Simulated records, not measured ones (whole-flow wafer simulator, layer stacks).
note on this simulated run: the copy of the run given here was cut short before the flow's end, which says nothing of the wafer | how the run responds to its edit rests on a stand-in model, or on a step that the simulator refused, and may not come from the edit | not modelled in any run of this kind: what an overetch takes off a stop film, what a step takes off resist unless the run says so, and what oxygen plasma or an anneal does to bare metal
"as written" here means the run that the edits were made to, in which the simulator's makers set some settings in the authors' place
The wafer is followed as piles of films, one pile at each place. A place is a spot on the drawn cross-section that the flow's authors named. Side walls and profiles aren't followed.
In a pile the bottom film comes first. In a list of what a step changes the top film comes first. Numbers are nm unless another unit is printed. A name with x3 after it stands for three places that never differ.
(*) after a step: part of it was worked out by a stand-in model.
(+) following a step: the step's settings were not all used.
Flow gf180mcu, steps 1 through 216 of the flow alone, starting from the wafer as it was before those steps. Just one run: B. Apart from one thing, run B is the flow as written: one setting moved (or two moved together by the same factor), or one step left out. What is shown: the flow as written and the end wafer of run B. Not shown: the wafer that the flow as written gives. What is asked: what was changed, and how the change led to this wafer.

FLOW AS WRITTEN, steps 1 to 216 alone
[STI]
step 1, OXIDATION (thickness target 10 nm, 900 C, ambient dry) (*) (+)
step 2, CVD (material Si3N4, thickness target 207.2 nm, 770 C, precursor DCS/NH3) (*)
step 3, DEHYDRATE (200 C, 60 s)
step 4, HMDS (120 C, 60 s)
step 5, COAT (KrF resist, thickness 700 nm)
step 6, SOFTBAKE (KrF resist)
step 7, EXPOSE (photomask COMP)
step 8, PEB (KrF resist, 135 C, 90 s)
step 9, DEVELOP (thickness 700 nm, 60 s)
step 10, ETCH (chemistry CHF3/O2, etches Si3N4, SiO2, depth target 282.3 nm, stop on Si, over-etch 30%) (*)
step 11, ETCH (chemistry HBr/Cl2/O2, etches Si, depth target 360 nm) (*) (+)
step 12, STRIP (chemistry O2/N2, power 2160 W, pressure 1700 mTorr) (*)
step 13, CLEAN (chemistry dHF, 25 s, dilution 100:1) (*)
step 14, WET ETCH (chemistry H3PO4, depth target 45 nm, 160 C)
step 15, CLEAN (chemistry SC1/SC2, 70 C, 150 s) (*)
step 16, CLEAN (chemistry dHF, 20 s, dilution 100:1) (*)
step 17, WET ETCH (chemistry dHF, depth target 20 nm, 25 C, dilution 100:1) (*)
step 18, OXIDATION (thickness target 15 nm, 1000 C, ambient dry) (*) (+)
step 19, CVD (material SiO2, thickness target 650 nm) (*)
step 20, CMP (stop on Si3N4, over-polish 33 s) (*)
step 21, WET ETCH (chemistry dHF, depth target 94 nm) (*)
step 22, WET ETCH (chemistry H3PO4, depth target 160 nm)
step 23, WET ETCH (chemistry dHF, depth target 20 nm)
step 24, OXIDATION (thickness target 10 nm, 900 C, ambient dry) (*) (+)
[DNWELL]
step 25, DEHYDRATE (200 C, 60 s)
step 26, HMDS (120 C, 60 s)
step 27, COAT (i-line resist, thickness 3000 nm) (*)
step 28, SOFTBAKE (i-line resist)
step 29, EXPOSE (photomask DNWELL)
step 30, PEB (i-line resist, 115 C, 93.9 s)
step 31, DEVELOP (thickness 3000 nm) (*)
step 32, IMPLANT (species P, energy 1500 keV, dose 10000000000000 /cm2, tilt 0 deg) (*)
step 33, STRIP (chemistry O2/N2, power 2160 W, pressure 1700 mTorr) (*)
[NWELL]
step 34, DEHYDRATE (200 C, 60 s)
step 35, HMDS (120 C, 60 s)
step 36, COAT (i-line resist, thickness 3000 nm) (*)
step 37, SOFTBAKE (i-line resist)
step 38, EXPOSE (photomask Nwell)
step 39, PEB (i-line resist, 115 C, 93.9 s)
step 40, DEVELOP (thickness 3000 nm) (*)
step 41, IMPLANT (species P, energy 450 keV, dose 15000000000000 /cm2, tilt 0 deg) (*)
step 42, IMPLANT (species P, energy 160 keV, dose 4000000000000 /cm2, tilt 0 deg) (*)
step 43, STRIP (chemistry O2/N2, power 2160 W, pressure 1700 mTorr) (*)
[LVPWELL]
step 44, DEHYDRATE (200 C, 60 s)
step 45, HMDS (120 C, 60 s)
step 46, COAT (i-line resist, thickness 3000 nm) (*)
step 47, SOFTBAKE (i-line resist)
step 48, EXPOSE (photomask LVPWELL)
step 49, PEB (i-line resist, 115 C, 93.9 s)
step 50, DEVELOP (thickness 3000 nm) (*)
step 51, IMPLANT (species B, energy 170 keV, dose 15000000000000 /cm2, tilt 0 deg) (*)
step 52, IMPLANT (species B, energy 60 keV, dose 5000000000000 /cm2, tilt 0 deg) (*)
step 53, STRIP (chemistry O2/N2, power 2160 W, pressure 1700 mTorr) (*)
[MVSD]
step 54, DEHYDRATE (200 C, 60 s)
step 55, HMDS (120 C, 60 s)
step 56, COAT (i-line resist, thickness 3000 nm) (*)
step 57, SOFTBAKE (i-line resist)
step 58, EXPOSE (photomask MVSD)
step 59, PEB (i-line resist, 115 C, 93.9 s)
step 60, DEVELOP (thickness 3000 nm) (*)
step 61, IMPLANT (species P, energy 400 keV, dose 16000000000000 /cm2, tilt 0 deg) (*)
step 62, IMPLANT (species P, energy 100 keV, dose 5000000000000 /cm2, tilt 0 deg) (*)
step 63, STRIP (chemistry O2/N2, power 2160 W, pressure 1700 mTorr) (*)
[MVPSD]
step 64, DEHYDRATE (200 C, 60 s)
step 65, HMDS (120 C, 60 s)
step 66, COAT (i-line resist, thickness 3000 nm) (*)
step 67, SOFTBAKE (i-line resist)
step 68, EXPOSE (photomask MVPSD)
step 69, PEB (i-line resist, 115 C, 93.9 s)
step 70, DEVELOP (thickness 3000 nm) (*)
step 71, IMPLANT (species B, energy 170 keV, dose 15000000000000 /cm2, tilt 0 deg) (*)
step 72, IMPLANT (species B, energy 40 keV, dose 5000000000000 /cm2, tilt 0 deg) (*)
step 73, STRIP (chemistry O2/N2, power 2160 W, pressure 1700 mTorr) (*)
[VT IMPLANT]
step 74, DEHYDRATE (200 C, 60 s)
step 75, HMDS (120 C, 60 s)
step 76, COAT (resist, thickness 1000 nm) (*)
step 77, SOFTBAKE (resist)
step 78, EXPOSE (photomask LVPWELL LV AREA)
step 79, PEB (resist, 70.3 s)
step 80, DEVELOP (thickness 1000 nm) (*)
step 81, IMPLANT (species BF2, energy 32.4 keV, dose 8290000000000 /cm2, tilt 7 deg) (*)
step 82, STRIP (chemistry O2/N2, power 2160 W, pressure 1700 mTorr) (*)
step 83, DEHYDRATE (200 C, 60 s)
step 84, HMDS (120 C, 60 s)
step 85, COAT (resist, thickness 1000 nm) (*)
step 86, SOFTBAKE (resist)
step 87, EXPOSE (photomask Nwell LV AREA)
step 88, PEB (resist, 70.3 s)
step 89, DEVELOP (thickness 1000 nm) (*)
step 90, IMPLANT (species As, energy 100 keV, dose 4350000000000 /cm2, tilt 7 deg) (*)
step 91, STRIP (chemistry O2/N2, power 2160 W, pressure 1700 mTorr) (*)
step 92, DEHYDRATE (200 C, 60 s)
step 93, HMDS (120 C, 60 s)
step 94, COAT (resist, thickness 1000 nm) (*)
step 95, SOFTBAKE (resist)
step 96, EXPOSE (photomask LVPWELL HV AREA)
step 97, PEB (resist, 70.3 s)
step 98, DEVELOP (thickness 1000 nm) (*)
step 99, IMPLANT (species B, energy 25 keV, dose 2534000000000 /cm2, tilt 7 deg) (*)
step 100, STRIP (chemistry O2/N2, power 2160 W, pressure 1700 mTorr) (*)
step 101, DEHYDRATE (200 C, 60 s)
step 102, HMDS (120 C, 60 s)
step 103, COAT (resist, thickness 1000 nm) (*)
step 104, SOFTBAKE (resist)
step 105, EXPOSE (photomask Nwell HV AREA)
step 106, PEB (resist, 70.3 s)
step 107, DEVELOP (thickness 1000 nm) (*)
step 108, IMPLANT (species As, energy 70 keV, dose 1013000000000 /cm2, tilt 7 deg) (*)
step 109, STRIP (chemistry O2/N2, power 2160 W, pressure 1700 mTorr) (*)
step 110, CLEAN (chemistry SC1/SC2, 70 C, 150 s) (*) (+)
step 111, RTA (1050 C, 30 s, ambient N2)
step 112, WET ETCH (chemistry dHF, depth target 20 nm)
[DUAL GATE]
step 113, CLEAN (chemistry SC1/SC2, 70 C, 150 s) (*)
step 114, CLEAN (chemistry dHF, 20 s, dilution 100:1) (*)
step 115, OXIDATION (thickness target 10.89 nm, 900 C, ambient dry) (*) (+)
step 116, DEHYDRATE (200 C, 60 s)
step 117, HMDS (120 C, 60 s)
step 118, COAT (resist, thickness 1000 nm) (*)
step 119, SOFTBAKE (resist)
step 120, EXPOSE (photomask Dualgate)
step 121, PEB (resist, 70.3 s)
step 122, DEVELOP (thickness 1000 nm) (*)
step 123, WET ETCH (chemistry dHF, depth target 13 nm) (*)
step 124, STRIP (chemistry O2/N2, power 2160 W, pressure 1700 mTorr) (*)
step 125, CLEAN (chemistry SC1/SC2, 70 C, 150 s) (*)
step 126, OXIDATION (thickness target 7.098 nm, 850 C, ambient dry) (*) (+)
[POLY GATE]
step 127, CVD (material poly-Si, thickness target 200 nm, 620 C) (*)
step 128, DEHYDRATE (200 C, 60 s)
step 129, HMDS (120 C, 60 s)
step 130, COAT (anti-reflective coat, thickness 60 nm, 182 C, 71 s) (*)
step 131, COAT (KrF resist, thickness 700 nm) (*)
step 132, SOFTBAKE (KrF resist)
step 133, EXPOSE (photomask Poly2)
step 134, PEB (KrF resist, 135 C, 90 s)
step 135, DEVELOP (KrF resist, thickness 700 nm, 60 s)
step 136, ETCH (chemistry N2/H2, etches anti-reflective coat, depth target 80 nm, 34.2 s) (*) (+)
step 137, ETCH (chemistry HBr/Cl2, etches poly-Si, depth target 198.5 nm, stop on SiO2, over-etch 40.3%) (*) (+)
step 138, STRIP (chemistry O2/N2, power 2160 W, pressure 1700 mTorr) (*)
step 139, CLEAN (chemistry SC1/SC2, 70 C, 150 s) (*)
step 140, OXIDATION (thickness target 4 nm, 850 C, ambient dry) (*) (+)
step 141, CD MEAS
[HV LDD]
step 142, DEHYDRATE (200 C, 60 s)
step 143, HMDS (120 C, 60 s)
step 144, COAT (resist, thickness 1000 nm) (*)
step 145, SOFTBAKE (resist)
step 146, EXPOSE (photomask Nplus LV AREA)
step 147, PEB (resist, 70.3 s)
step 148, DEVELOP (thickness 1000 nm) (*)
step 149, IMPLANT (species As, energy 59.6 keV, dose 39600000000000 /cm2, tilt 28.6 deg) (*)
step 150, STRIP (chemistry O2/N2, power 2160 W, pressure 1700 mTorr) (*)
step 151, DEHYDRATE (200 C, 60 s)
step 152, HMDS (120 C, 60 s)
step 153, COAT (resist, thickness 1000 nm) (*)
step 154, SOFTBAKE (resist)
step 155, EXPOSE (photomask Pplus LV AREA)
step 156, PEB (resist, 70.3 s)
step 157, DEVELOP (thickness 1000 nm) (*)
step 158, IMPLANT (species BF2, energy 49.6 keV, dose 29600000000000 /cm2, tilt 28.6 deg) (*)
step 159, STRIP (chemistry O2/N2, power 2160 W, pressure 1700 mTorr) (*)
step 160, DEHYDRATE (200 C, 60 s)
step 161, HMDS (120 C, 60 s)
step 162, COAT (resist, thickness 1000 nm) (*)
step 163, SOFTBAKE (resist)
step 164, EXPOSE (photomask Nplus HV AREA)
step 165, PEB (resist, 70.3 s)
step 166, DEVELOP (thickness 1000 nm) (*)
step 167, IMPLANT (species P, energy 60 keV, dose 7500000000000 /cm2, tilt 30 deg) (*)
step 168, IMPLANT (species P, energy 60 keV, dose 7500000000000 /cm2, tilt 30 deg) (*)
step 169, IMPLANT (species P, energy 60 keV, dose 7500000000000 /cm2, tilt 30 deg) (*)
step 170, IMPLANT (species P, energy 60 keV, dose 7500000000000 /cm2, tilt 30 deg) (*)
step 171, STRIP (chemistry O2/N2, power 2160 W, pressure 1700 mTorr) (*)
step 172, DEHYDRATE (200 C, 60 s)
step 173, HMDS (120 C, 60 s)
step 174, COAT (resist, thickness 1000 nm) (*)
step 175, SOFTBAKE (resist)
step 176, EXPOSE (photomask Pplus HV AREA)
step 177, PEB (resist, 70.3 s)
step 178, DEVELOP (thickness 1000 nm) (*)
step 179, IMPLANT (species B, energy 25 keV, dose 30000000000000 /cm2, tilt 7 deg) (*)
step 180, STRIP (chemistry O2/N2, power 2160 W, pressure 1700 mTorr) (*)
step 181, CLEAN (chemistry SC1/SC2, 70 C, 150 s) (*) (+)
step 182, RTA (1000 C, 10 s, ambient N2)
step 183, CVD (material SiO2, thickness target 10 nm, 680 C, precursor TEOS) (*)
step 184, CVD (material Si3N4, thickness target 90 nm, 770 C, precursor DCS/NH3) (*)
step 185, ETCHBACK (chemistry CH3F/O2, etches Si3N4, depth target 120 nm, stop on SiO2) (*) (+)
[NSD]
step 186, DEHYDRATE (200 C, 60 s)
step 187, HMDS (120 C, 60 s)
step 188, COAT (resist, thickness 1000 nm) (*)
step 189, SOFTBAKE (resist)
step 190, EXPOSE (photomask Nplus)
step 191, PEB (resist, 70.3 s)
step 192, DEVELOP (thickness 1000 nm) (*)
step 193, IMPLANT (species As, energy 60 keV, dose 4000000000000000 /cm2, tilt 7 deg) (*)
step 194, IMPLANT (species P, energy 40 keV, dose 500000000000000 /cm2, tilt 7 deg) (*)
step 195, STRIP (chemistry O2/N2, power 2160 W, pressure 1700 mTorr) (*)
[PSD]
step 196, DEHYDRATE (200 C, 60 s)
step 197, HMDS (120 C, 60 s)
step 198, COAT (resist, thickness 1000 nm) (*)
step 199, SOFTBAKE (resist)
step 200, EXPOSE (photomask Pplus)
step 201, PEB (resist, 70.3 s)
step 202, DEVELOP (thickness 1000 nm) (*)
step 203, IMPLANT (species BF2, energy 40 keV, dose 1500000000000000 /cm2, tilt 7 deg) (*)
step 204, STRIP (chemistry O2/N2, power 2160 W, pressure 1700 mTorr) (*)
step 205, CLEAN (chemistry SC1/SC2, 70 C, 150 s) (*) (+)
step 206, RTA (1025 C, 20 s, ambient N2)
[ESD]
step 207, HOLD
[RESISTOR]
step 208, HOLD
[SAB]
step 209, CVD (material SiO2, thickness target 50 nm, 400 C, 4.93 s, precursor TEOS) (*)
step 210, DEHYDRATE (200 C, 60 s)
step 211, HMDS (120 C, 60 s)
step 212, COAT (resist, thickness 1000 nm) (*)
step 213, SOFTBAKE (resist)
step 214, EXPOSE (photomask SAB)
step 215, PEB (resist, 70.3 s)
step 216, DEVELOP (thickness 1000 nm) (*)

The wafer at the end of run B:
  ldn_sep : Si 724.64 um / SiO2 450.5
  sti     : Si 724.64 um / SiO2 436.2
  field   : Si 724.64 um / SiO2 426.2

What caused this: step 23, WET ETCH: depth target 10.2 nm was run, though the flow has depth target 20 nm.

Step by step, how the change led to this:
  step 23, WET ETCH (chemistry dHF, depth target 20 nm)
      field, field_sub, sti and 34 more: -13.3 SiO2 (it would be, as written: -26 SiO2)
  step 28, SOFTBAKE (i-line resist)
      ldn_fp, ldn_drn: +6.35 i-line resist (it would be, as written: +4.83 i-line resist)
      field: +3.37 i-line resist (it would be, as written: +2.45 i-line resist)
      (as well as at 38 more places)
  step 37, SOFTBAKE (i-line resist)
      ldn_fp, ldn_drn: +6.35 i-line resist (it would be, as written: +4.83 i-line resist)
      field: +3.37 i-line resist (it would be, as written: +2.45 i-line resist)
      (as well as at 38 more places)
  step 47, SOFTBAKE (i-line resist)
      ldn_fp, ldn_drn: +6.35 i-line resist (it would be, as written: +4.83 i-line resist)
      field: +3.37 i-line resist (it would be, as written: +2.45 i-line resist)
      (as well as at 38 more places)
  step 57, SOFTBAKE (i-line resist)
      ldn_fp, ldn_drn: +6.35 i-line resist (it would be, as written: +4.83 i-line resist)
      field: +3.37 i-line resist (it would be, as written: +2.45 i-line resist)
      (as well as at 38 more places)
  step 67, SOFTBAKE (i-line resist)
      ldn_fp, ldn_drn: +6.35 i-line resist (it would be, as written: +4.83 i-line resist)
      field: +3.37 i-line resist (it would be, as written: +2.45 i-line resist)
      (as well as at 38 more places)
  step 77, SOFTBAKE (resist)
      field_sub__w2: -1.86 resist (it would be, as written: -1.34 resist)
      gate_p_hv: +2.42 resist (it would be, as written: +1.75 resist)
      (as well as at 2 more places)
  step 86, SOFTBAKE (resist)
      field_sub__w2: -1.86 resist (it would be, as written: -1.34 resist)
      gate_p_hv: +2.42 resist (it would be, as written: +1.75 resist)
      (as well as at 2 more places)
  step 95, SOFTBAKE (resist)
      field_sub__w2: -1.86 resist (it would be, as written: -1.34 resist)
      gate_p_hv: +2.42 resist (it would be, as written: +1.75 resist)
      (as well as at 2 more places)
  step 104, SOFTBAKE (resist)
      field_sub__w2: -1.86 resist (it would be, as written: -1.34 resist)
      gate_p_hv: +2.42 resist (it would be, as written: +1.75 resist)
      (as well as at 2 more places)
  step 119, SOFTBAKE (resist)
      field_sub: -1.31 resist (it would be, as written: -0.73 resist)
      field_sub__w2: -1.13 resist (it would be, as written: -0.62 resist)
      (as well as at 3 more places)
  step 130, COAT (anti-reflective coat, thickness 60 nm, 182 C, 71 s) (*)
      p_well, spacer, sd_n: +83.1 anti-reflective coat (new film) (it would be, as written: +70.9 anti-reflective coat (new film))
      field: +57.4 anti-reflective coat (new film) (it would be, as written: +61.5 anti-reflective coat (new film))
      (as well as at 70 more places)
  step 136, ETCH (chemistry N2/H2, etches anti-reflective coat, depth target 80 nm, 34.2 s) (*) (+)
      p_well, spacer, sd_n: -83.1 anti-reflective coat (all of it), -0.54 poly-Si (it would be, as written: -70.9 anti-reflective coat (all of it), -0.85 poly-Si)
      field: -57.4 anti-reflective coat (all of it), -1.2 poly-Si (it would be, as written: -61.5 anti-reflective coat (all of it), -1.09 poly-Si)
      (as well as at 49 more places)
  step 138, STRIP (chemistry O2/N2, power 2160 W, pressure 1700 mTorr) (*)
      gate: +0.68 chemical SiO2 (new film), -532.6 KrF resist (all of it), -71 anti-reflective coat (all of it), -0.3 poly-Si (it would be, as written: +0.68 chemical SiO2 (new film), -531.7 KrF resist (all of it), -65.5 anti-reflective coat (all of it), -0.3 poly-Si)
      gate_hv: +0.68 chemical SiO2 (new film), -531.1 KrF resist (all of it), -63.1 anti-reflective coat (all of it), -0.3 poly-Si (it would be, as written: +0.68 chemical SiO2 (new film), -528.4 KrF resist (all of it), -61 anti-reflective coat (all of it), -0.3 poly-Si)
      (as well as at 19 more places)
  step 145, SOFTBAKE (resist)
      field_sub: +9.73 resist (it would be, as written: +10.3 resist)
      gate_p_hv: -7.25 resist (it would be, as written: -7.98 resist)
      (as well as at 5 more places)
  step 154, SOFTBAKE (resist)
      field_sub: +9.73 resist (it would be, as written: +10.3 resist)
      gate_p_hv: -7.25 resist (it would be, as written: -7.98 resist)
      (as well as at 5 more places)
  ... 5 further steps ...
  step 213, SOFTBAKE (resist)
      field_sub: +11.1 resist (it would be, as written: +11.7 resist)
      gate_p_hv: -8.66 resist (it would be, as written: -9.34 resist)
      (as well as at 5 more places)
